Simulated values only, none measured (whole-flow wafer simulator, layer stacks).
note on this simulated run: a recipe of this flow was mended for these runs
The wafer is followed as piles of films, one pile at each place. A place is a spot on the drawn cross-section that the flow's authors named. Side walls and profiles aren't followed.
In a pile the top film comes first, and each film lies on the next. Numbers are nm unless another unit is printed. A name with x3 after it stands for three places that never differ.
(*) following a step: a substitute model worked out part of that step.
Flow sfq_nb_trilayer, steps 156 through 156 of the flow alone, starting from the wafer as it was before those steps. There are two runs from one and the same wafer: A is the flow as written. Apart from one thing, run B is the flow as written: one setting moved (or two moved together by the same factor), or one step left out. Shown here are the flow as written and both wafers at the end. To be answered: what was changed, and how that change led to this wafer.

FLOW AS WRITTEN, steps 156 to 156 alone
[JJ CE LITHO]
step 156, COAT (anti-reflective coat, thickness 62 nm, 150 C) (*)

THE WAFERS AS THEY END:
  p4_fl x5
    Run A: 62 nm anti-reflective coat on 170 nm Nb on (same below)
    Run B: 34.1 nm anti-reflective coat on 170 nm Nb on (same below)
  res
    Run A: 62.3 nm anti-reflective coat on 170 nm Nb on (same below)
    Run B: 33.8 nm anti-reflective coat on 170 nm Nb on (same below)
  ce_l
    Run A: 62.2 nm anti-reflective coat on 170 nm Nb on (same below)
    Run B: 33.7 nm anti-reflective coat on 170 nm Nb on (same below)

Cause: step 156, COAT: thickness 34.1 nm was run, though the flow has thickness 62 nm.
One can read it off the wafer: p4_fl x5 has anti-reflective coat 34.1, and step 156 as written asks for 62 nm.

How this came from the change, step by step:
  step 156, COAT (anti-reflective coat, thickness 62 nm, 150 C) (*)
      p4_fl x5, p4_w1 x9, p3_s0 x42, wl_j_sl x15, wl_d_m1, l0r_line_l x3, m0r_space_l x2: A anti-reflective coat gains 62 (new film) | B anti-reflective coat gains 34.1 (new film)
      res, r_end, moat and 6 more: A anti-reflective coat gains 62.3 (new film) | B anti-reflective coat gains 33.8 (new film)
      (also at 20 further places)
